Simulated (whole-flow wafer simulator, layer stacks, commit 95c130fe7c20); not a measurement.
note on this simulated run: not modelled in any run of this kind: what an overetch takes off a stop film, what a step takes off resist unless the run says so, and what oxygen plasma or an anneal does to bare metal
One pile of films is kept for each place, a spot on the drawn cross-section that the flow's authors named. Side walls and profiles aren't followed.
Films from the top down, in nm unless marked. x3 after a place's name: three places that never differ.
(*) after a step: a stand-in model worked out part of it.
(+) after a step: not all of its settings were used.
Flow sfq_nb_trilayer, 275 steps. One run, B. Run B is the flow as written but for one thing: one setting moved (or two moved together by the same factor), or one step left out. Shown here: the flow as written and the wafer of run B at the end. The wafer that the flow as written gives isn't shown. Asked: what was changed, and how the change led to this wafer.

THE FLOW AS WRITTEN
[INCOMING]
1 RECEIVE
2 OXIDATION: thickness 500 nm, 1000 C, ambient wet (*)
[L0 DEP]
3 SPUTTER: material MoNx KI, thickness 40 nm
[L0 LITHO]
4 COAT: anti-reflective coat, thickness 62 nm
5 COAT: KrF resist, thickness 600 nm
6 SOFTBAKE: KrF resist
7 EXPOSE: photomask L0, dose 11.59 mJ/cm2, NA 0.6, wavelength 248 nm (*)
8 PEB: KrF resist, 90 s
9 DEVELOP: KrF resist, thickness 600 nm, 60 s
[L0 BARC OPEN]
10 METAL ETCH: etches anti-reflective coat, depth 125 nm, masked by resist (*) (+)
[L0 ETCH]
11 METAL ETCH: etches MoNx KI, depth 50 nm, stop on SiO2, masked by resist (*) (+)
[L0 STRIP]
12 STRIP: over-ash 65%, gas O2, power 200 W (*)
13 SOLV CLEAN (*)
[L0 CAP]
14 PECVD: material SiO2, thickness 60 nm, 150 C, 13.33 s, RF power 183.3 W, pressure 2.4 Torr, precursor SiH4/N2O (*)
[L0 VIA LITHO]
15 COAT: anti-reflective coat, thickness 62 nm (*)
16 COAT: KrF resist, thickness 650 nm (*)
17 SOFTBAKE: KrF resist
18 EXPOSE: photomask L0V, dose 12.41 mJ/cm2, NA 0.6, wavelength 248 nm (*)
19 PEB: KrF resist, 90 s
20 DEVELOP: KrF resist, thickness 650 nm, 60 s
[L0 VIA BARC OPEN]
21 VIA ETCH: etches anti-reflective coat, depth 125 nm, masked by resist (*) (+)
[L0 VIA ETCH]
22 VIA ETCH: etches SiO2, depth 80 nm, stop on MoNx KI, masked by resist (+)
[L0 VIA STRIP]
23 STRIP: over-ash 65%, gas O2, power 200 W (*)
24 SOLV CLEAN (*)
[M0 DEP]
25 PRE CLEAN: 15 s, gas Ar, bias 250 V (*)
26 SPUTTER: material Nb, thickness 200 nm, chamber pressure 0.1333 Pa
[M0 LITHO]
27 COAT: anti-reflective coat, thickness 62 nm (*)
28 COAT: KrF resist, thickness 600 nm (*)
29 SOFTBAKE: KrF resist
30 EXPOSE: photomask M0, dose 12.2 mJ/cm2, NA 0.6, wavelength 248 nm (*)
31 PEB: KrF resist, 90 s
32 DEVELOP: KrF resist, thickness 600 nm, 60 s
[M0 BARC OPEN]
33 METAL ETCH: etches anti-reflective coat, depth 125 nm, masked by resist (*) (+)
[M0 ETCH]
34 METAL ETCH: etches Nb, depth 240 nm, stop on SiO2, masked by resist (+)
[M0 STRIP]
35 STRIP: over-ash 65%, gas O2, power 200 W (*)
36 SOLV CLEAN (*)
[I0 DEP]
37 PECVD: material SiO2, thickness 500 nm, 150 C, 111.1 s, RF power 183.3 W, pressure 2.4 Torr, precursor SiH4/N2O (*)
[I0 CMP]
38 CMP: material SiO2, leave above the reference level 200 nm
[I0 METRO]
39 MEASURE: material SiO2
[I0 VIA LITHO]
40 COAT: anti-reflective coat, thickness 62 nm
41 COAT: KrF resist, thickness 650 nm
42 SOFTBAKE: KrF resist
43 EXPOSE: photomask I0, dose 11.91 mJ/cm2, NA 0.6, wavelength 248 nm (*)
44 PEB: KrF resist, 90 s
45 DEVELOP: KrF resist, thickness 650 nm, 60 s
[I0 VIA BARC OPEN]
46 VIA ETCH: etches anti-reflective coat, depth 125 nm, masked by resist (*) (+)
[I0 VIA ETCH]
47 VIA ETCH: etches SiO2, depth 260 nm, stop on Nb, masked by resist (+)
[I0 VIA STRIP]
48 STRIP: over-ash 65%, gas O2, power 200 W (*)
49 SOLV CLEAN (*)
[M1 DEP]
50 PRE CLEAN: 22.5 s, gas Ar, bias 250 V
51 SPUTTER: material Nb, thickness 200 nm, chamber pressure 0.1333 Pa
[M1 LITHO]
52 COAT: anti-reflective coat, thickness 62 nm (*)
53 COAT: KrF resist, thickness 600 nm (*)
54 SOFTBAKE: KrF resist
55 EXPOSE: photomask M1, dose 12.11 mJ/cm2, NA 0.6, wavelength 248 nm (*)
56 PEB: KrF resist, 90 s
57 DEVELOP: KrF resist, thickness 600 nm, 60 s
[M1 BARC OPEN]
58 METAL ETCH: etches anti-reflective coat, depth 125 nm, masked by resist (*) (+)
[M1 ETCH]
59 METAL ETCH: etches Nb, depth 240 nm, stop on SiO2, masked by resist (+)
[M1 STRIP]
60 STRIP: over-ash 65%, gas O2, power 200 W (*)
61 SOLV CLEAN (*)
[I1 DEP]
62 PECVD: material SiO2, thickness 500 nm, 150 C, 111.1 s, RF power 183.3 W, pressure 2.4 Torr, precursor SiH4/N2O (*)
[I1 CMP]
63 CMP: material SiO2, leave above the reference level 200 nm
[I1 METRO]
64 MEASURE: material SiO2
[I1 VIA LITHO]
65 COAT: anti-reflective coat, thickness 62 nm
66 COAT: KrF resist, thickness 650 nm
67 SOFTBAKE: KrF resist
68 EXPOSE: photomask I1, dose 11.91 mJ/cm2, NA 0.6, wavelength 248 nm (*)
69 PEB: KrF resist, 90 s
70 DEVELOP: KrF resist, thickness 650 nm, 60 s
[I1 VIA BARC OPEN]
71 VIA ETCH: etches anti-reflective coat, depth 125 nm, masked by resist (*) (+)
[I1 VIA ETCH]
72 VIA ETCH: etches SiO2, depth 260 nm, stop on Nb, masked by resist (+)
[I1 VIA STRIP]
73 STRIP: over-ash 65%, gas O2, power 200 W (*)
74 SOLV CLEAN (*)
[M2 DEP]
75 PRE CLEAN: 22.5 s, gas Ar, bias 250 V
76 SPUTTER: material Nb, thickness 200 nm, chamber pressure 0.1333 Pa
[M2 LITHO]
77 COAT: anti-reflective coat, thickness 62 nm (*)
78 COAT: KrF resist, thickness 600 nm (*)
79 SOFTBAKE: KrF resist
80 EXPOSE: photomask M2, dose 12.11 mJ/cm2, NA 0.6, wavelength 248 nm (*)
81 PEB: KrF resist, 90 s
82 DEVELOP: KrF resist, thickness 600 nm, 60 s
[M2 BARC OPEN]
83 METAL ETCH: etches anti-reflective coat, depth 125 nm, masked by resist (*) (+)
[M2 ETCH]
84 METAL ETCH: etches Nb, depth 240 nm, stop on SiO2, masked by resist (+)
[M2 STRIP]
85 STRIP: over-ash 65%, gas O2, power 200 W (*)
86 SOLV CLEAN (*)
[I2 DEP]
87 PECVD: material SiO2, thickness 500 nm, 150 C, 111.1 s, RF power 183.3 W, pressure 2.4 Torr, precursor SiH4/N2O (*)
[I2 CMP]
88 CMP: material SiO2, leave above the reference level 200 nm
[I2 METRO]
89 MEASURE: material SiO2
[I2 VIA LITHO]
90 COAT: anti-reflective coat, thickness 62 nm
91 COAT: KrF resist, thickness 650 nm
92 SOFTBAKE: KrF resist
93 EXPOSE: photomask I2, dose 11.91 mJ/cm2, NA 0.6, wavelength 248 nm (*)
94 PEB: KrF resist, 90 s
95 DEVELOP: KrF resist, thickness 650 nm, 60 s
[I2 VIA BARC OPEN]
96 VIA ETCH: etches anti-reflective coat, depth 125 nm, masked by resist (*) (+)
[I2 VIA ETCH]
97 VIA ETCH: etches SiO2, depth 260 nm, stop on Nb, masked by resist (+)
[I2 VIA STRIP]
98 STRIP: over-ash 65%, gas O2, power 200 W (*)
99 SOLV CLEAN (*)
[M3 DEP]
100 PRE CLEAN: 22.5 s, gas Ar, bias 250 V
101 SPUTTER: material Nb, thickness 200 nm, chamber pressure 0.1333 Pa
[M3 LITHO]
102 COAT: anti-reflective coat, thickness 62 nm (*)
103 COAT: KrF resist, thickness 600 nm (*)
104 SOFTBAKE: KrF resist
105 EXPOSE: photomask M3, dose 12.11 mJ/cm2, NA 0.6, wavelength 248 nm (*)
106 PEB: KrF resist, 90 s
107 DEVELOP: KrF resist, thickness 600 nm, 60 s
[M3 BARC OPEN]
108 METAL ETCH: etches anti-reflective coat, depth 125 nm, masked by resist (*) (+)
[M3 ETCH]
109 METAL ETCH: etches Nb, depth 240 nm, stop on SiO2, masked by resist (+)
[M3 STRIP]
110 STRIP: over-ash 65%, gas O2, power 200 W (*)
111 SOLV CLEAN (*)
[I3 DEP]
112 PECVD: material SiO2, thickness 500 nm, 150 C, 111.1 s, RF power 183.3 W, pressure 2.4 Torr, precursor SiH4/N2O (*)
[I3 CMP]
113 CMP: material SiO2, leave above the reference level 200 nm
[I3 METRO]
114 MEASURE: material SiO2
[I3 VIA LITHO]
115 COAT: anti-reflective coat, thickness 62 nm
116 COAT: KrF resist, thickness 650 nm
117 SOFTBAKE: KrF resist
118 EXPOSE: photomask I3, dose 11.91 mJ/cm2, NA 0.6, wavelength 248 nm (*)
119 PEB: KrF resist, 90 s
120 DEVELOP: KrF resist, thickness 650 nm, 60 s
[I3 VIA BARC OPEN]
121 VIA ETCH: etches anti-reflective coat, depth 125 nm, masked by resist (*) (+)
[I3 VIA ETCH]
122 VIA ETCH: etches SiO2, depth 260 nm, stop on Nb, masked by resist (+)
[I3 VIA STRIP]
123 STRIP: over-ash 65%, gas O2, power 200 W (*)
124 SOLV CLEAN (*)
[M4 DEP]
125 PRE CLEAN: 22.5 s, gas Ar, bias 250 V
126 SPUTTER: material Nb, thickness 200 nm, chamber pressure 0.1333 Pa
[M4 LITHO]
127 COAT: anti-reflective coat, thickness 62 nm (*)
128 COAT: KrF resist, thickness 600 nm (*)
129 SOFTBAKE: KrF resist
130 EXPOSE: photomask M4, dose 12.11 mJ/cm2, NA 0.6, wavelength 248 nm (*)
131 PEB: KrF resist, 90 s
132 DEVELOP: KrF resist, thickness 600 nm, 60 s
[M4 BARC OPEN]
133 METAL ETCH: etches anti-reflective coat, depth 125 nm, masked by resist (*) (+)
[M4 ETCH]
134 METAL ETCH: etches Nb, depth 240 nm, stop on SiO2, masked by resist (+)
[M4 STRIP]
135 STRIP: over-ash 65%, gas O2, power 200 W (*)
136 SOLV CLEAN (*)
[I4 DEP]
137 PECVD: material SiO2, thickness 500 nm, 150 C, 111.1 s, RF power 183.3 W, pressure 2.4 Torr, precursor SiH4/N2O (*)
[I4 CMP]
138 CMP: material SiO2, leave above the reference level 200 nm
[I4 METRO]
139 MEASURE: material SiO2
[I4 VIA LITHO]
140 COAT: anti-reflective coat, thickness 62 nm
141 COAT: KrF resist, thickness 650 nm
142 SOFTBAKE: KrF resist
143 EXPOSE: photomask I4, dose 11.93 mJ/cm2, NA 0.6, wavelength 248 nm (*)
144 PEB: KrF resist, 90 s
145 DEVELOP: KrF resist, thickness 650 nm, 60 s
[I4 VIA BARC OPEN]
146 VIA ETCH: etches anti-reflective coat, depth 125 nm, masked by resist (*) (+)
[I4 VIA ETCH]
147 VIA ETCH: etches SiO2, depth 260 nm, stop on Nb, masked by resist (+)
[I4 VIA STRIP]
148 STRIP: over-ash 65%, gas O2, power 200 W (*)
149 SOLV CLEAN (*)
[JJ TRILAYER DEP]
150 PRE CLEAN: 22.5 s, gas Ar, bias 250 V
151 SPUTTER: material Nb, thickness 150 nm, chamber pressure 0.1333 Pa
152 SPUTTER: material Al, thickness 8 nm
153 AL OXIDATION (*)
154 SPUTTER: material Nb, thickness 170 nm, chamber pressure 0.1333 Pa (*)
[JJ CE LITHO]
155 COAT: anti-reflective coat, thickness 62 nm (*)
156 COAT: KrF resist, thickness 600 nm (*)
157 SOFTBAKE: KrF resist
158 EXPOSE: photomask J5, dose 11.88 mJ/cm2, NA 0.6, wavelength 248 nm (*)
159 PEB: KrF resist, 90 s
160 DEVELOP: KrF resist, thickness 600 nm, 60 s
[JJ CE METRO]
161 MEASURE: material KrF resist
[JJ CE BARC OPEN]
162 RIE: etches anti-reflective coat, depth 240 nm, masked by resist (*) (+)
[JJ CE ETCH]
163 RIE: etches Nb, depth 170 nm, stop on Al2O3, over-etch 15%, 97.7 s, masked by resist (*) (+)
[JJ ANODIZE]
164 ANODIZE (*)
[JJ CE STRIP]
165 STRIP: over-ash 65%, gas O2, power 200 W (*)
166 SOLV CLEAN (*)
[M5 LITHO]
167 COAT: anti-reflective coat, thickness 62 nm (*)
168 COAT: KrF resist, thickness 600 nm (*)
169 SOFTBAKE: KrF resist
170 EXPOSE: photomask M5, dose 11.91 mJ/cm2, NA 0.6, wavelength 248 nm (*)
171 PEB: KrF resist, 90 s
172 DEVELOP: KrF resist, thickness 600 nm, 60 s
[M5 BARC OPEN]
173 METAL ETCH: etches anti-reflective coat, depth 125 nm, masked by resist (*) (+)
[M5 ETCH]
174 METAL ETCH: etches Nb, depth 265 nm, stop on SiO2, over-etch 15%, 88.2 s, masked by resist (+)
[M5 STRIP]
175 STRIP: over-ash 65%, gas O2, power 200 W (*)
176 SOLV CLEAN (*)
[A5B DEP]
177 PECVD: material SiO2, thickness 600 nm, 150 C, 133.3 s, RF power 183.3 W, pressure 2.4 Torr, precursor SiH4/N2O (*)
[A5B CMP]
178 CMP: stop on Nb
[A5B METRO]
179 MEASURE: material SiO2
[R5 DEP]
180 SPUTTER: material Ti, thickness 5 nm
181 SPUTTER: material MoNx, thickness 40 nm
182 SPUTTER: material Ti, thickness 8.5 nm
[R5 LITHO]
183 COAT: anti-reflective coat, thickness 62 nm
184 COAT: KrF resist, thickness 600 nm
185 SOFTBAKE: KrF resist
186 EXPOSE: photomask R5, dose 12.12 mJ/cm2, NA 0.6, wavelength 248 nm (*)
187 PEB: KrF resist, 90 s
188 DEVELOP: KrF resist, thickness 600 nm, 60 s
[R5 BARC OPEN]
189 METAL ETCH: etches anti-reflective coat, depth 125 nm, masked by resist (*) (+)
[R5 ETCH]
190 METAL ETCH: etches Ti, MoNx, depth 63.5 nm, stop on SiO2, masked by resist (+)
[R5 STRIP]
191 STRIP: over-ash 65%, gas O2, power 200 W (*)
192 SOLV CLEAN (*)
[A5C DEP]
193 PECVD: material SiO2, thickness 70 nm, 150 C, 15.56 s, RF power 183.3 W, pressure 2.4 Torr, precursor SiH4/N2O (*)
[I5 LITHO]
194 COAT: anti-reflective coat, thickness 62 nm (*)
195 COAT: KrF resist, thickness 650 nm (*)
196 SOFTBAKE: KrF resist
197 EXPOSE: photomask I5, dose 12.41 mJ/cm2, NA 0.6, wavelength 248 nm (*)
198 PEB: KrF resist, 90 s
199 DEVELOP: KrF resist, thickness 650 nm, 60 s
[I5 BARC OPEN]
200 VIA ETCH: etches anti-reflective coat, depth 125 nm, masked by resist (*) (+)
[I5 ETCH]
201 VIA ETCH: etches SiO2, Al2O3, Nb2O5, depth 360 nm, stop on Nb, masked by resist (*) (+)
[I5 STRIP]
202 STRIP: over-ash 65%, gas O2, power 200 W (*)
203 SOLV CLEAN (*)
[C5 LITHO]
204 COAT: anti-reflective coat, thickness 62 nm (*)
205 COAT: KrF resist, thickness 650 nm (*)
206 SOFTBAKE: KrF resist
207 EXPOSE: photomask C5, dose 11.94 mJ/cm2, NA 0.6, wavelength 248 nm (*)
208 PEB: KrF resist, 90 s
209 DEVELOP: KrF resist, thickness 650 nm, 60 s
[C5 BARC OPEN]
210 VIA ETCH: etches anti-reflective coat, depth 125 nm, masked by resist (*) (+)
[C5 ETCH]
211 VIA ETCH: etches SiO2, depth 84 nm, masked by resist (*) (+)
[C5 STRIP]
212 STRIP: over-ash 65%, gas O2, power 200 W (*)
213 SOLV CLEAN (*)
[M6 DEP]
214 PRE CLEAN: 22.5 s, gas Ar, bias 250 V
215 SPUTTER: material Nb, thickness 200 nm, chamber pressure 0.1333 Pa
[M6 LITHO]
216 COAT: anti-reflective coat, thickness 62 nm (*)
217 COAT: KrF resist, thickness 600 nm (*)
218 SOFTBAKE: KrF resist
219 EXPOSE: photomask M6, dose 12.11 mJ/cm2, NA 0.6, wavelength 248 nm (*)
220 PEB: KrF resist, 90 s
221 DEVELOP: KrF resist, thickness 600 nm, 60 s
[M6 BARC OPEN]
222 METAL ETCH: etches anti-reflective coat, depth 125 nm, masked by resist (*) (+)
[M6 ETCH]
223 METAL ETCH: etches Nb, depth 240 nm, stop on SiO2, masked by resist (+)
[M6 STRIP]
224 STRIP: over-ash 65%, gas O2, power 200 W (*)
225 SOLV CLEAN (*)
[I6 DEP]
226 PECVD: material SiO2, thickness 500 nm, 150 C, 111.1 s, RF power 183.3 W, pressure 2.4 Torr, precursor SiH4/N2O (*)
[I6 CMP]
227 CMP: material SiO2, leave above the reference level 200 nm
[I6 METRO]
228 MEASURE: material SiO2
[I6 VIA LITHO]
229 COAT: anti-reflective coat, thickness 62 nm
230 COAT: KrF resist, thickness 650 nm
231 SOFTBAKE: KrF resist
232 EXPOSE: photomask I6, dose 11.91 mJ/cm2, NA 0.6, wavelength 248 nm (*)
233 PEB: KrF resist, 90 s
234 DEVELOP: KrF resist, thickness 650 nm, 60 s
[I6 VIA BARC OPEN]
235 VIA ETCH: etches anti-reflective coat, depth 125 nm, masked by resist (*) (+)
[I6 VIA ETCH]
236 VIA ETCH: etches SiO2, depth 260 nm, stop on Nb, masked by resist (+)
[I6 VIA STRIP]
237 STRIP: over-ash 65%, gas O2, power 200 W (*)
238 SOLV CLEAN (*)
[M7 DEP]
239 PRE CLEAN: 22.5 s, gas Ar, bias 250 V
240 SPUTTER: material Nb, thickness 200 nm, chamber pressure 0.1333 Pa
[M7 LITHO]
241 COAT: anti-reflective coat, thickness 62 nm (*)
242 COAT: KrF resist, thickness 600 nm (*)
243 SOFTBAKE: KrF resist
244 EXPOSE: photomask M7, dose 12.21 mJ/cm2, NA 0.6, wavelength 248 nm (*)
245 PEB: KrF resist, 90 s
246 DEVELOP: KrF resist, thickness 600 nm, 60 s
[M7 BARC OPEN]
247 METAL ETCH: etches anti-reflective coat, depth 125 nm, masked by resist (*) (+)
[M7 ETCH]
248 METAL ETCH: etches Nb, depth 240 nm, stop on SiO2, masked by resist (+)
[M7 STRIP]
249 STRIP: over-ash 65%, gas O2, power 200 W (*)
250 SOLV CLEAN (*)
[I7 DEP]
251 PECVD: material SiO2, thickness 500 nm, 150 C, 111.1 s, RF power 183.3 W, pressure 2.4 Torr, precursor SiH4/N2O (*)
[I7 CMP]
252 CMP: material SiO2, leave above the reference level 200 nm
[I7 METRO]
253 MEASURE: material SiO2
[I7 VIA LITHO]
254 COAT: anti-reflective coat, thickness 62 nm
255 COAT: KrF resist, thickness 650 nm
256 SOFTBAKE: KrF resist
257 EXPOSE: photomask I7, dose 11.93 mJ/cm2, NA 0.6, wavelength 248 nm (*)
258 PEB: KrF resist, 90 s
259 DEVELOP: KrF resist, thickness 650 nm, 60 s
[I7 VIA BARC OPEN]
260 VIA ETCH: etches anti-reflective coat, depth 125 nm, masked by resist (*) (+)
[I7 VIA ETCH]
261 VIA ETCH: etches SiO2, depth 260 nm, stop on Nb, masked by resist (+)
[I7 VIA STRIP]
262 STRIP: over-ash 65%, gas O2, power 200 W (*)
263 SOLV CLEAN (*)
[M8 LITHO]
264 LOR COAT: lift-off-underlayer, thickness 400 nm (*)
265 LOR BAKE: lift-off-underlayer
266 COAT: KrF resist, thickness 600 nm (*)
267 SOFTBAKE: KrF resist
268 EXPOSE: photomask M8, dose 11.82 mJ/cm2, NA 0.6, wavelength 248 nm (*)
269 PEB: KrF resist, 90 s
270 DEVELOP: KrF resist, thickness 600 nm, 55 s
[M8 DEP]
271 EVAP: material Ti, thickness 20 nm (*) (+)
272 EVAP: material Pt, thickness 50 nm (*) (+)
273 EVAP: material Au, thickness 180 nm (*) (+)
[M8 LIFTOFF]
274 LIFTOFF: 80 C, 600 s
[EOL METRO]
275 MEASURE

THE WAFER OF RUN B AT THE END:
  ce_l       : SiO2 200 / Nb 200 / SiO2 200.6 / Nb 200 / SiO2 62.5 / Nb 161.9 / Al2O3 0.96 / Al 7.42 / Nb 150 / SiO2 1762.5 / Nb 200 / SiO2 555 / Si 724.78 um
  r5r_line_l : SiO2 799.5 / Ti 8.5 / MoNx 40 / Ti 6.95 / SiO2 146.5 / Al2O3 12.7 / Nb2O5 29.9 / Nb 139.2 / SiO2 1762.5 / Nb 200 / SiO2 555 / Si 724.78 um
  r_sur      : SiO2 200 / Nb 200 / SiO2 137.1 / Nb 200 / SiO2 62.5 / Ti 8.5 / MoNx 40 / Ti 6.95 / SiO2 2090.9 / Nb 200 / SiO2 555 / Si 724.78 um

The cause: step 180, SPUTTER: thickness 6.95 nm was run, where the flow has thickness 5 nm.
It can be read off the wafer: r5r_line_l has Ti 6.95, and step 180 as written asks for 5 nm.

How the change led to this, step by step:
  180 SPUTTER: material Ti, thickness 5 nm
      field_l, v_sur, via_wl and 103 more: Ti +6.95 (new film) (as written it would be: Ti +5 (new film))
  190 METAL ETCH: etches Ti, MoNx, depth 63.5 nm, stop on SiO2, masked by resist (+)
      field_l, v_sur, via_wl and 92 more: Ti -8.5 (all of it), MoNx -40 (all of it), Ti -6.95 (all of it) (as written it would be: Ti -8.5 (all of it), MoNx -40 (all of it), Ti -5 (all of it))
      ce_l, c5j, ce_r, wl_jj: Ti -8.5 (all of it), MoNx -40 (all of it), Ti -6.95 (all of it), Nb -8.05 (as written it would be: Ti -8.5 (all of it), MoNx -40 (all of it), Ti -5 (all of it), Nb -10)
